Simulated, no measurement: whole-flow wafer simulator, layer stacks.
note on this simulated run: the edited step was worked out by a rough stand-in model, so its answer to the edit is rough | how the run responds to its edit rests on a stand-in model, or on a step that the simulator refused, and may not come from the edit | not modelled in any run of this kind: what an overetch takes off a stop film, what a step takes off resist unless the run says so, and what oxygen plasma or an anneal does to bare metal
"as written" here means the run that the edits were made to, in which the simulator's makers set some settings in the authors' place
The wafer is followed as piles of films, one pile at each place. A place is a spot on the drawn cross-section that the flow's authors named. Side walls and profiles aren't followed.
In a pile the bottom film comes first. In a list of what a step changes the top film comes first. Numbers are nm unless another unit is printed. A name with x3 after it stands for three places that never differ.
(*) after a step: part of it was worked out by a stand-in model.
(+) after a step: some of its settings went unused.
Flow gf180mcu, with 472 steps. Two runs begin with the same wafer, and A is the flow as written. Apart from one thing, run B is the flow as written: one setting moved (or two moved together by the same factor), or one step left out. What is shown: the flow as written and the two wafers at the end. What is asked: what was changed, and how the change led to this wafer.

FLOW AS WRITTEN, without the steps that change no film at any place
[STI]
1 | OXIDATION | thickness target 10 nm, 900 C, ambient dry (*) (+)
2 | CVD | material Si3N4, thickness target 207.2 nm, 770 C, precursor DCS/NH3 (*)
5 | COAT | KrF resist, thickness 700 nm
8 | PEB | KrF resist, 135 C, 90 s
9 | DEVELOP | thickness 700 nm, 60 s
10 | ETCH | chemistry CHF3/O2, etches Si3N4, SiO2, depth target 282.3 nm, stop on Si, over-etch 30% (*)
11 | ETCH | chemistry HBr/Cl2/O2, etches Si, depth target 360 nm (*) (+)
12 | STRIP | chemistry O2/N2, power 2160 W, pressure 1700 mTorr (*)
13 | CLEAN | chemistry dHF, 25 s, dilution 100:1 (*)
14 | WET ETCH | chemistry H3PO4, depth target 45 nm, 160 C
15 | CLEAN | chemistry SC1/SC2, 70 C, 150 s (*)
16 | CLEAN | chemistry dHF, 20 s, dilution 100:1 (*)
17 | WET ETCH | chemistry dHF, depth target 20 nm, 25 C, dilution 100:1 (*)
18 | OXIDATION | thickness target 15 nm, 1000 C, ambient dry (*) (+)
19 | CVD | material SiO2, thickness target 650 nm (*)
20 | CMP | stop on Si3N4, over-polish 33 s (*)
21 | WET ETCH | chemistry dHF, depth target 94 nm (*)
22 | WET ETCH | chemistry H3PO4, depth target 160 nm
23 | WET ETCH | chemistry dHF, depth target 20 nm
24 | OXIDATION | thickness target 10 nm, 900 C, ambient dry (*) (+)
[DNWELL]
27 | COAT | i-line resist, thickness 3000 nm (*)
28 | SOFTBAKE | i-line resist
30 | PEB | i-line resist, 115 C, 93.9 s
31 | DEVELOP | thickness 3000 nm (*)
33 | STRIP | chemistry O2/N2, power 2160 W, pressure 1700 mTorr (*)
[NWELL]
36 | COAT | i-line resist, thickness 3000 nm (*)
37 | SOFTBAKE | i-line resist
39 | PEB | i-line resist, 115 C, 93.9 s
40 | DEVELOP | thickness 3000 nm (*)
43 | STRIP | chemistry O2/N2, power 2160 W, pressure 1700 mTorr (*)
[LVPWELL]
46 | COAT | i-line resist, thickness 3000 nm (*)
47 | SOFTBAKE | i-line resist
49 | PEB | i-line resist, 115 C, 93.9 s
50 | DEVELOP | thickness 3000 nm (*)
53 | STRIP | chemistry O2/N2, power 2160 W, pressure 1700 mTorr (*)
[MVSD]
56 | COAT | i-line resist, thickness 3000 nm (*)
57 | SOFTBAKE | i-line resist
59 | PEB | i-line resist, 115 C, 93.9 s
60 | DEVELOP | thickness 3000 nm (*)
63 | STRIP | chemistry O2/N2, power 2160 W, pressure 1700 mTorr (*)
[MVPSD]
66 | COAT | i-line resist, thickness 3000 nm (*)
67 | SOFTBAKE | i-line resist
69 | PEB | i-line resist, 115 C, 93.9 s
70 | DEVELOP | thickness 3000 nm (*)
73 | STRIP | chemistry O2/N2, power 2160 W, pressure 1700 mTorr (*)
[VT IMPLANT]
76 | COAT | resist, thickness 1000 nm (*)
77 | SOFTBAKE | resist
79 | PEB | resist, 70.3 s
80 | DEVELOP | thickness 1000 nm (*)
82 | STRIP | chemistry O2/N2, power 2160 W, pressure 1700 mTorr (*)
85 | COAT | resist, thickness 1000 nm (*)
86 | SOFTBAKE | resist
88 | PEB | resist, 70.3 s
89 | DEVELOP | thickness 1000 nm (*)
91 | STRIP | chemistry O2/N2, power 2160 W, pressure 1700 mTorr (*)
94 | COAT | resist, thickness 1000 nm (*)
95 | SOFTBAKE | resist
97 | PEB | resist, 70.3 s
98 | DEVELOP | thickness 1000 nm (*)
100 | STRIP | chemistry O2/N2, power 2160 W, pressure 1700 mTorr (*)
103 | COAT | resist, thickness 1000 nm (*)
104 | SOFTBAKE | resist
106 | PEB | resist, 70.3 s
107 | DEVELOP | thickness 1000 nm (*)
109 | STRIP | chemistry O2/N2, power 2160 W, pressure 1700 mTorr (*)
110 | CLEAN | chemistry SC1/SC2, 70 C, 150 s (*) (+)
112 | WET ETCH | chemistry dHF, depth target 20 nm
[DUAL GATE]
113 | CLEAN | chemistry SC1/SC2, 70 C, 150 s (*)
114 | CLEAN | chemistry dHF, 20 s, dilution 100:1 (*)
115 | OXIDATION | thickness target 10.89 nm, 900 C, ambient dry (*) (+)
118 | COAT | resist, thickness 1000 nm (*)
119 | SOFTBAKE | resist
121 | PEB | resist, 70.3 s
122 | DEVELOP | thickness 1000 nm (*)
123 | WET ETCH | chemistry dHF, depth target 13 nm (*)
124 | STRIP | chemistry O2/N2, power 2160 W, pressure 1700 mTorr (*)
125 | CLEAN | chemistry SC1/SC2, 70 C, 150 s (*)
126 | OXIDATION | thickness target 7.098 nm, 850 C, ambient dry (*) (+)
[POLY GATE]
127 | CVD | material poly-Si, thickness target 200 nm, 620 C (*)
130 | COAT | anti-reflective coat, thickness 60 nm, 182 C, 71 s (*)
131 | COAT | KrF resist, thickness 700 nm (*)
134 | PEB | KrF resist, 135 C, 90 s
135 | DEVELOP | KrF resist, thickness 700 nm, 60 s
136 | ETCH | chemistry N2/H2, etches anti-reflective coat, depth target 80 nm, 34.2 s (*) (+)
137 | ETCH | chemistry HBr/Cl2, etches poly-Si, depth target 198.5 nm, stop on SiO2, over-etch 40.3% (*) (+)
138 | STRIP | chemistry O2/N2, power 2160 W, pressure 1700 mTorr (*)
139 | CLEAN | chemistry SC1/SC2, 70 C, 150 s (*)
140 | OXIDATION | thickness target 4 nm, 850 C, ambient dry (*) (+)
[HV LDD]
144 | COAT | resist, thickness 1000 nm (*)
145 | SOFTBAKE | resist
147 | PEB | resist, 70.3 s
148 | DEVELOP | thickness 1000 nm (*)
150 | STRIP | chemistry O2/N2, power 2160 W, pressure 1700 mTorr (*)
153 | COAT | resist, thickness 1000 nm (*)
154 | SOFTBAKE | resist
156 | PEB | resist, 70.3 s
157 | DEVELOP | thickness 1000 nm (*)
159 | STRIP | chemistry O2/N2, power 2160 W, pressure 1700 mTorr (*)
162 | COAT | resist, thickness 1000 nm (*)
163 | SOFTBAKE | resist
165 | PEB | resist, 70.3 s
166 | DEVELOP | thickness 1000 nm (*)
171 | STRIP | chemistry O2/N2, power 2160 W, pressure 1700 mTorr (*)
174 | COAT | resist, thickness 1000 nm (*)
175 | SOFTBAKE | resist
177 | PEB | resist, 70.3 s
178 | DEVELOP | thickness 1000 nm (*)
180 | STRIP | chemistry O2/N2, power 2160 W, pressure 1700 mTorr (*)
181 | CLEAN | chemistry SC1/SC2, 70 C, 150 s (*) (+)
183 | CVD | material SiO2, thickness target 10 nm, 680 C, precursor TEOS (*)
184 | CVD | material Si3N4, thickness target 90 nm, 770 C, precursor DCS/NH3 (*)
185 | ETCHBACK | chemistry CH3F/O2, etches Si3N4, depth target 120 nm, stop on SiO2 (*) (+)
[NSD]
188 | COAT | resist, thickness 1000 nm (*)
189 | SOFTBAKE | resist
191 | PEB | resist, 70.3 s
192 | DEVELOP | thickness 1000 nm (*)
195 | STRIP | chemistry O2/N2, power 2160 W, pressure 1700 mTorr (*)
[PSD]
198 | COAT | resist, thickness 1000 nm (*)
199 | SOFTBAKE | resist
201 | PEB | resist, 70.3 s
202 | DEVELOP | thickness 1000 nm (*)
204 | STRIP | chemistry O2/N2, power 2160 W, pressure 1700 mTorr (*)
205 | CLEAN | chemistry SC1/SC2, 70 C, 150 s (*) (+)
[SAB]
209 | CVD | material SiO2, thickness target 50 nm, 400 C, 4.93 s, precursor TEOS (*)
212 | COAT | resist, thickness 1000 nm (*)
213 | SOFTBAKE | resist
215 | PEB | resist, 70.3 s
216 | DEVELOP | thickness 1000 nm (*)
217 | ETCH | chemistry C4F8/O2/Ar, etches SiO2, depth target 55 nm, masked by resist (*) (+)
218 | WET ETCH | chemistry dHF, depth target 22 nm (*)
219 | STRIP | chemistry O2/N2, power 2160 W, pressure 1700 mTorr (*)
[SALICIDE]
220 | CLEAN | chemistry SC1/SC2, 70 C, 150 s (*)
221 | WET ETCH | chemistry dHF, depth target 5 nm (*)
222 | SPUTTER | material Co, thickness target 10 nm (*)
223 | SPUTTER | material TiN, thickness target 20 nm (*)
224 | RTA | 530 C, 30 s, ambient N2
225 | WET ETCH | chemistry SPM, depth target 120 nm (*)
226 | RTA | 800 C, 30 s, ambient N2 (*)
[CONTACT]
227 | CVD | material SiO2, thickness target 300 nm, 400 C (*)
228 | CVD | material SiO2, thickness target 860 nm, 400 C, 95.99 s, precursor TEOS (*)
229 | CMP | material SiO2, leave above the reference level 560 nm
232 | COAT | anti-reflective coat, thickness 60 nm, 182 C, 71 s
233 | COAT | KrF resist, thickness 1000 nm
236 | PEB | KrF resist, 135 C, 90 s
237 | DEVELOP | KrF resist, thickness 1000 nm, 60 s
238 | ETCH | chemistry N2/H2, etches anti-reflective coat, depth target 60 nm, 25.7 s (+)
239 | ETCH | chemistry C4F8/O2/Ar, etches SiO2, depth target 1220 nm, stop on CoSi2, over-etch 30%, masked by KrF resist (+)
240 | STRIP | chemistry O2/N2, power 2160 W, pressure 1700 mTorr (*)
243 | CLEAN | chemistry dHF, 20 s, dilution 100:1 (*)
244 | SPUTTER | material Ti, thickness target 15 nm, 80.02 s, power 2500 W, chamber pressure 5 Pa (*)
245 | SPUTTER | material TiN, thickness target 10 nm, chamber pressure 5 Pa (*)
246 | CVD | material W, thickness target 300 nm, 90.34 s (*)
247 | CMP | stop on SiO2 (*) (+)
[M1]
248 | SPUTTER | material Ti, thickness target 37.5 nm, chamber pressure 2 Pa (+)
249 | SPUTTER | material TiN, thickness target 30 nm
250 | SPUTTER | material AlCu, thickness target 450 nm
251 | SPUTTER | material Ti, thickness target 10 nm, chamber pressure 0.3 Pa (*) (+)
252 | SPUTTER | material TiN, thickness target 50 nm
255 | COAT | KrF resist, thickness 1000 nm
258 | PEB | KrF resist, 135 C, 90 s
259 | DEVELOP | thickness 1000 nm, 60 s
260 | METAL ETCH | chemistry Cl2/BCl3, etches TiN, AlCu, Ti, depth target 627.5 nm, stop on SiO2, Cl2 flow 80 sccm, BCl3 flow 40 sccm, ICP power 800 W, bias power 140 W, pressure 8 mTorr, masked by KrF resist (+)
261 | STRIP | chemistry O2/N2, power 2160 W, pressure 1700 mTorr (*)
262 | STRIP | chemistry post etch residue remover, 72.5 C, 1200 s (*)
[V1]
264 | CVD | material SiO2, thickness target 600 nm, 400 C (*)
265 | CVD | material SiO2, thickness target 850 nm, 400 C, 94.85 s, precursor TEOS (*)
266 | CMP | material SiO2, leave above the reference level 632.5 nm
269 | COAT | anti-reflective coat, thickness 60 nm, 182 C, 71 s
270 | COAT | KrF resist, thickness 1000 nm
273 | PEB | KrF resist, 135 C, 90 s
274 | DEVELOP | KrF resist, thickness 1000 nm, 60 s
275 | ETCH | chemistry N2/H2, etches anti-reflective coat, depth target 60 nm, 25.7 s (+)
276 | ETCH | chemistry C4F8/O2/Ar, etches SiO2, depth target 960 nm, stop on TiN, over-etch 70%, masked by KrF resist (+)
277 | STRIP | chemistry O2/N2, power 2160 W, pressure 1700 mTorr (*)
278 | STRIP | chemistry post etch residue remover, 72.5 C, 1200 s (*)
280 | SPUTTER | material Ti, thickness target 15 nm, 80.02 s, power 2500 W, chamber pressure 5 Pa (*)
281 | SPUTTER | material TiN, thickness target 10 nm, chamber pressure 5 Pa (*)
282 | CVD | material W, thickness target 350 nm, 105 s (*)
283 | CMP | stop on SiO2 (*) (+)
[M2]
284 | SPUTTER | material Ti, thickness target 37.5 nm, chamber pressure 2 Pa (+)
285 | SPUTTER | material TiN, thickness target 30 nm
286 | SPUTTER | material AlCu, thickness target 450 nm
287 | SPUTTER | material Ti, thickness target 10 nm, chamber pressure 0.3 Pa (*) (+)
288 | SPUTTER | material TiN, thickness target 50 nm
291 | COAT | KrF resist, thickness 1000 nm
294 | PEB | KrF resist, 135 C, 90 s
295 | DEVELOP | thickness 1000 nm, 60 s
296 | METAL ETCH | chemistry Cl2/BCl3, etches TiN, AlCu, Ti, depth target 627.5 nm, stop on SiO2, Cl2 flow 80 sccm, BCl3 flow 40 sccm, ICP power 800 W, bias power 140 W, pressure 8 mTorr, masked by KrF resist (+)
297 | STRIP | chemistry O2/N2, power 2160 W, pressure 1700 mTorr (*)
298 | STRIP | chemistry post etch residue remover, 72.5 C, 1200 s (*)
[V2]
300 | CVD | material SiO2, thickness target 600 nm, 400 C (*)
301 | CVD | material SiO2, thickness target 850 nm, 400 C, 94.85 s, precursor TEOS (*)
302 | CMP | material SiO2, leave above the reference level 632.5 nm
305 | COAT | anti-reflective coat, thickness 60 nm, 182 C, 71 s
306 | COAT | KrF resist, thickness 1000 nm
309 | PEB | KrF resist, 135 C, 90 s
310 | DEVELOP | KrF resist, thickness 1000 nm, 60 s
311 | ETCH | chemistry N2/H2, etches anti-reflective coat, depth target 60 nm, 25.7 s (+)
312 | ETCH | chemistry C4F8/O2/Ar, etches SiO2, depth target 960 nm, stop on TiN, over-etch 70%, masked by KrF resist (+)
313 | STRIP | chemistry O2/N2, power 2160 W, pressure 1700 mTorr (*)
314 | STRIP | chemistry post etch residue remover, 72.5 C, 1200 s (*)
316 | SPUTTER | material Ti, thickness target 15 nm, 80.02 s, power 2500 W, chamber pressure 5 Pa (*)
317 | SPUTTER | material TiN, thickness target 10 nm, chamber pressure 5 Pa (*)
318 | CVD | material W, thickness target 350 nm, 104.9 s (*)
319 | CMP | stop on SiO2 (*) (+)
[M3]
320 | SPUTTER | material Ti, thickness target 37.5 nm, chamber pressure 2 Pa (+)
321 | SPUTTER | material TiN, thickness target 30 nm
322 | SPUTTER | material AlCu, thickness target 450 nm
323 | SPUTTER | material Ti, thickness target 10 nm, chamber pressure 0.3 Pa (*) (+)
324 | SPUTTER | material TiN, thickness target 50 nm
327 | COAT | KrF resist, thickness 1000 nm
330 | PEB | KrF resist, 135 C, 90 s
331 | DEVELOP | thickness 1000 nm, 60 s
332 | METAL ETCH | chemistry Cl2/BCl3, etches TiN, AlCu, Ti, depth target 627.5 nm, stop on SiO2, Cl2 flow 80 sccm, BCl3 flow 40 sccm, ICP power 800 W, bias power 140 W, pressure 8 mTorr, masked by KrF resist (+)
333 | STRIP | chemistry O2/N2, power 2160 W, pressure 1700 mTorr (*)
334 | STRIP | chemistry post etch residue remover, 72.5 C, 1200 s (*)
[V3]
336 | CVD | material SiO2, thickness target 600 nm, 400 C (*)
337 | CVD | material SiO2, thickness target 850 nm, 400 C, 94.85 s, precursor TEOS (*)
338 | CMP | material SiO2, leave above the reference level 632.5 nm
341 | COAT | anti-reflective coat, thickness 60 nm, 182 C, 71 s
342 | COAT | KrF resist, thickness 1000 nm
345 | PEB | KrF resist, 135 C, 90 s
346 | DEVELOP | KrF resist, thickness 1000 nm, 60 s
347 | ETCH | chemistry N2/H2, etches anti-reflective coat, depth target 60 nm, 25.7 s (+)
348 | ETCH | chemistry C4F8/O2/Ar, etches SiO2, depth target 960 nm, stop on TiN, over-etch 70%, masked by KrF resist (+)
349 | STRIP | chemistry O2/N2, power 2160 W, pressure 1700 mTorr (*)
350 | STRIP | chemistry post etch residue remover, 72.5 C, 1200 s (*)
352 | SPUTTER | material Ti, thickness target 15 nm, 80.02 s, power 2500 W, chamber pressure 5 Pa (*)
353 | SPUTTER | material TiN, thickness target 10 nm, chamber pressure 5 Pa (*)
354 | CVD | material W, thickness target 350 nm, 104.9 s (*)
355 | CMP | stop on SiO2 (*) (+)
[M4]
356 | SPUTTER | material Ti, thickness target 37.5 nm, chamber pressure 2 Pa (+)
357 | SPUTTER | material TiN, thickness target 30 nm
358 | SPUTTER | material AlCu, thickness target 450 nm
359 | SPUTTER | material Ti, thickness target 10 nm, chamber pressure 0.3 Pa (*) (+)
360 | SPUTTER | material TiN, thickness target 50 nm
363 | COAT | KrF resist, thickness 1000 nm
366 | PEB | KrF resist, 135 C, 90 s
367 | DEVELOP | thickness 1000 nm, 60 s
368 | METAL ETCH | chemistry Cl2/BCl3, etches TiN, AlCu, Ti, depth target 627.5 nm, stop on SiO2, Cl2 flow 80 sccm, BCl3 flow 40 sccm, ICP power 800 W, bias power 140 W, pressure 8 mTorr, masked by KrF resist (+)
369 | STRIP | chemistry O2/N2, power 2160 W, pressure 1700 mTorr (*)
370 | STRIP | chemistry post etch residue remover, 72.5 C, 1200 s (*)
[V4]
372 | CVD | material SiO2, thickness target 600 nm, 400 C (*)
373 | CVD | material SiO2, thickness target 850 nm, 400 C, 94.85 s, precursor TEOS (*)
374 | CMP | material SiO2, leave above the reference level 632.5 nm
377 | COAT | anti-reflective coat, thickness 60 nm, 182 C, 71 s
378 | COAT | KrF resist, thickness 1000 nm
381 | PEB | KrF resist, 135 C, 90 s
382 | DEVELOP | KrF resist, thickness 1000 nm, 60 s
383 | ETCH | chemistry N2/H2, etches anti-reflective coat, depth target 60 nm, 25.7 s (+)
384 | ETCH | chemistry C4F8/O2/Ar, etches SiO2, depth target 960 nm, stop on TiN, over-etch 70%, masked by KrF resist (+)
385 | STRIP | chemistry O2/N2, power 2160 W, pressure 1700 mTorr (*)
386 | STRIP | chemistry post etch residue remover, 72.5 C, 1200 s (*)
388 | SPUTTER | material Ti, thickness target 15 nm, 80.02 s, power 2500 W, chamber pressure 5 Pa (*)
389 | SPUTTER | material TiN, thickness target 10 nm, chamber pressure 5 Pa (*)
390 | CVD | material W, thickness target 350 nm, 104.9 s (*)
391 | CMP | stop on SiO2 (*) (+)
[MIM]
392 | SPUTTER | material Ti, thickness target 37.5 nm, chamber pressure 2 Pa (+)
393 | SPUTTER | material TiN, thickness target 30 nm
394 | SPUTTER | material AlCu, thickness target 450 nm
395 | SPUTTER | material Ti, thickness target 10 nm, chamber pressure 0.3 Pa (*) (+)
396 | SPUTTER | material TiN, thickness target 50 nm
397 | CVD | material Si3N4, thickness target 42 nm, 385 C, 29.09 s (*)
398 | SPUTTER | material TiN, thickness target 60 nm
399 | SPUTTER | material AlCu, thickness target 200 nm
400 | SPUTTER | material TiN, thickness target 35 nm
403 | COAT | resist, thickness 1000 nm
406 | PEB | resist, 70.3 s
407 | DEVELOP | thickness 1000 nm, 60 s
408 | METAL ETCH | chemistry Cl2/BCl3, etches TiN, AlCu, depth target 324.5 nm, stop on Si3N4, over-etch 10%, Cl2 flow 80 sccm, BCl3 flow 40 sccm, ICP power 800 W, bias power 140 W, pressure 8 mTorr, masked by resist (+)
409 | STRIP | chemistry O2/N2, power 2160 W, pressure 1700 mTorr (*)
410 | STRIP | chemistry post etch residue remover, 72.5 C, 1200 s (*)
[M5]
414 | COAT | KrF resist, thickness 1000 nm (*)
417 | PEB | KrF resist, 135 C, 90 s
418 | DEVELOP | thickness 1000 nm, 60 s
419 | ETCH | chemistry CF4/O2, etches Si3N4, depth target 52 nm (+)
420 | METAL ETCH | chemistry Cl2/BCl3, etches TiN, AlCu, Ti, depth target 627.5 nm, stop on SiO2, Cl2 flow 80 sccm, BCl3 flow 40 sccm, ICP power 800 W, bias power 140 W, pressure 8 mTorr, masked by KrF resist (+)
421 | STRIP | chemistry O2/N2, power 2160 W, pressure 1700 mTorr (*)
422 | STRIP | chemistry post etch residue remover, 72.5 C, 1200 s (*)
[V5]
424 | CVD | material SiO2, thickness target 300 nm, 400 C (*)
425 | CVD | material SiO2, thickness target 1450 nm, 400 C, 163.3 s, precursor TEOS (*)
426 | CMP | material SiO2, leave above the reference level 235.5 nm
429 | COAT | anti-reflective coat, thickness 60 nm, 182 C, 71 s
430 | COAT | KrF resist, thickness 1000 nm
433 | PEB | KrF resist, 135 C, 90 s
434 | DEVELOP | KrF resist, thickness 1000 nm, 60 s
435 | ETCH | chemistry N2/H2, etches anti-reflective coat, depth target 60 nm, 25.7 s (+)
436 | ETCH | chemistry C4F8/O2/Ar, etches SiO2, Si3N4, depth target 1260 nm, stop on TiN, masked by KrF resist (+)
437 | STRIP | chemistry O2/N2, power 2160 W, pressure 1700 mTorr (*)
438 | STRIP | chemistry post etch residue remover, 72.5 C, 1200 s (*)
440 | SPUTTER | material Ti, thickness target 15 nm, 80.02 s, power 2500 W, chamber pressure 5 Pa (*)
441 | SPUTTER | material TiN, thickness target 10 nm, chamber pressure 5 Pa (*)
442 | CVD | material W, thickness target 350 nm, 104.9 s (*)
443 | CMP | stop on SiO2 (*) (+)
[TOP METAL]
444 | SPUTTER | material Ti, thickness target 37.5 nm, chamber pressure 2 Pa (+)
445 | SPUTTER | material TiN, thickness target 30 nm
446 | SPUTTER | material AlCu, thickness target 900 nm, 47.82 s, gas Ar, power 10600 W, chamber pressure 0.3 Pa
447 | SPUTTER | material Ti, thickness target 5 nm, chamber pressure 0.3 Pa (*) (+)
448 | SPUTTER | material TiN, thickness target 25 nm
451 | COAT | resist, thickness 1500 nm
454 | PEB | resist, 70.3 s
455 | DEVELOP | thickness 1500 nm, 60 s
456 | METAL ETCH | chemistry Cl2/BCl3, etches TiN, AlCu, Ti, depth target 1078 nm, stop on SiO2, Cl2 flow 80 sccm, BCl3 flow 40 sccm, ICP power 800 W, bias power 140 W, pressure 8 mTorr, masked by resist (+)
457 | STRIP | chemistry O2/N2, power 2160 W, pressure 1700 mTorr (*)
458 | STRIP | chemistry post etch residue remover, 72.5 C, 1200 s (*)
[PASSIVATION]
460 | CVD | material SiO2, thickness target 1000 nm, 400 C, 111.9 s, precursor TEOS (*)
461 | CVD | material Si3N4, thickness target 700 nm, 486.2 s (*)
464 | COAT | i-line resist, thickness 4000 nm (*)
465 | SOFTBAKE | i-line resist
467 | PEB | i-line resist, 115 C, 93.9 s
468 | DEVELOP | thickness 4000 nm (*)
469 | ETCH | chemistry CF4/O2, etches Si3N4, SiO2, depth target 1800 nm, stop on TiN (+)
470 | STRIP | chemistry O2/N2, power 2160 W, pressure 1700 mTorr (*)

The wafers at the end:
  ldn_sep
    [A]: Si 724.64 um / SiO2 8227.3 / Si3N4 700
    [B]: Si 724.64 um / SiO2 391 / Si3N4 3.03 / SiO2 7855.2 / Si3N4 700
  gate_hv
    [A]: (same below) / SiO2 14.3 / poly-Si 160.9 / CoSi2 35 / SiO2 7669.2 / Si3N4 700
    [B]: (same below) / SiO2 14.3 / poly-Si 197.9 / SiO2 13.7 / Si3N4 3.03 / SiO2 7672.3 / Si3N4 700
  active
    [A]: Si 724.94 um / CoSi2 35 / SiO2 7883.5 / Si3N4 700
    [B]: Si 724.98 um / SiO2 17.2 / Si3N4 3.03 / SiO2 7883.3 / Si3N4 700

The reason: step 185, ETCHBACK: depth target 82.8 nm was run, though the flow has depth target 120 nm.

Step by step, how the change led to this:
  185 | ETCHBACK | chemistry CH3F/O2, etches Si3N4, depth target 120 nm, stop on SiO2 (*) (+)
      field, field__w1, field__w2 and 100 more: A Si3N4 loses 90 (all of it), SiO2 loses 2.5 | B Si3N4 loses 82.8
  189 | SOFTBAKE | resist
      field__w9: A resist gains 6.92 | B resist loses 3.14
      nw_enc_fld_lv: A resist gains 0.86 | B resist gains 5.57
  199 | SOFTBAKE | resist
      field__w9: A resist gains 6.92 | B resist loses 3.14
      nw_enc_fld_lv: A resist gains 0.86 | B resist gains 5.57
  205 | CLEAN | chemistry SC1/SC2, 70 C, 150 s (*) (+)
      field, field__w1, field__w2 and 105 more: A SiO2 loses 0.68 | B Si3N4 loses 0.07
  209 | CVD | material SiO2, thickness target 50 nm, 400 C, 4.93 s, precursor TEOS (*)
      field, field__w7, field__w8 and 73 more: A SiO2 gains 50 | B SiO2 gains 50 (new film)
      field_sub__w1, field_sub__w3, field_sub__w4, field_sub__w5, ld_drift_n: A SiO2 gains 48.9 | B SiO2 gains 48.8 (new film)
      (as well as at 27 more places)
  217 | ETCH | chemistry C4F8/O2/Ar, etches SiO2, depth target 55 nm, masked by resist (*) (+)
      field, field__w7, field__w8 and 70 more: A SiO2 loses 55 | B SiO2 loses 50 (all of it), Si3N4 loses 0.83
      field_sub__w1, field_sub__w3, field_sub__w4, field_sub__w5, ld_drift_n: A SiO2 loses 55 | B SiO2 loses 48.8 (all of it), Si3N4 loses 1.03
      (as well as at 21 more places)
  218 | WET ETCH | chemistry dHF, depth target 22 nm (*)
      gate, gate_hv, gate_p and 23 more: A SiO2 loses 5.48 (all of it) | B Si3N4 loses 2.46
      field, field__w10, sti and 14 more: A SiO2 loses 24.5 | B Si3N4 loses 2.46
      (as well as at 56 more places)
  219 | STRIP | chemistry O2/N2, power 2160 W, pressure 1700 mTorr (*)
      gate, gate_hv, gate_p and 23 more: A chemical SiO2 gains 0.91 (new film), poly-Si loses 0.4 | B nothing
      active, p_well, sd_n and 20 more: A chemical SiO2 gains 0.91 (new film), Si loses 0.4 | B nothing
  220 | CLEAN | chemistry SC1/SC2, 70 C, 150 s (*)
      field, field__w1, field__w2 and 47 more: A SiO2 loses 0.68 | B Si3N4 loses 0.07
  221 | WET ETCH | chemistry dHF, depth target 5 nm (*)
      active, p_well, gate and 46 more: A chemical SiO2 loses 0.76 (all of it) | B Si3N4 loses 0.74
      field, field__w1, field__w2 and 23 more: A SiO2 loses 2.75 | B Si3N4 loses 0.74
      (as well as at 24 more places)
  222 | SPUTTER | material Co, thickness target 10 nm (*)
      ld_drift_p: A Co gains 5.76 (new film) | B Co gains 6.28 (new film)
  224 | RTA | 530 C, 30 s, ambient N2
      gate, gate_hv, gate_p and 22 more: A under 1 film: CoSi gains 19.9 (new film), Co loses 10 (all of it), poly-Si loses 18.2 | B nothing
      active, p_well, sd_n and 11 more: A under 1 film: CoSi gains 19.9 (new film), Co loses 10 (all of it), Si loses 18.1 | B nothing
      (as well as at 10 more places)
  225 | WET ETCH | chemistry SPM, depth target 120 nm (*)
      active, p_well, gate and 36 more: A TiN loses 20 (all of it) | B TiN loses 20 (all of it), Co loses 10 (all of it)
      sd_p: A TiN loses 17.9 (all of it) | B TiN loses 18.3 (all of it), Co loses 9.25 (all of it)
      (as well as at 10 more places)
  226 | RTA | 800 C, 30 s, ambient N2 (*)
      gate, gate_hv, gate_p and 22 more: A CoSi2 gains 35 (new film), CoSi loses 19.9 (all of it), poly-Si loses 18.2 | B nothing
      active, p_well, sd_n and 11 more: A CoSi2 gains 35 (new film), CoSi loses 19.9 (all of it), Si loses 18.1 | B nothing
      (as well as at 10 more places)
  227 | CVD | material SiO2, thickness target 300 nm, 400 C (*)
      field, field__w1, field__w2 and 47 more: A SiO2 gains 300 | B SiO2 gains 300 (new film)
  228 | CVD | material SiO2, thickness target 860 nm, 400 C, 95.99 s, precursor TEOS (*)
      ld_drift_p: A SiO2 gains 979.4 | B SiO2 gains 958.3
  ... another 5 steps ...
  471 | ANNEAL | 400 C, 1800 s, ambient N2/H2
      polyc_n, polyc_p: A nothing | B under 9 films: void gains 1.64 (new film), Ti loses 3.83, TiSi first gains 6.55 (new film), poly-Si loses 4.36
      contact: A nothing | B under 49 films: void gains 1.62 (new film), Ti loses 3.83, TiSi first gains 6.55 (new film), Si loses 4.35
If metal films that touch count as one body, gate_hv has 0 bodies; the flow as written gives 1 body.
If metal films that touch count as one body, active has 0 bodies; the flow as written gives 1 body.
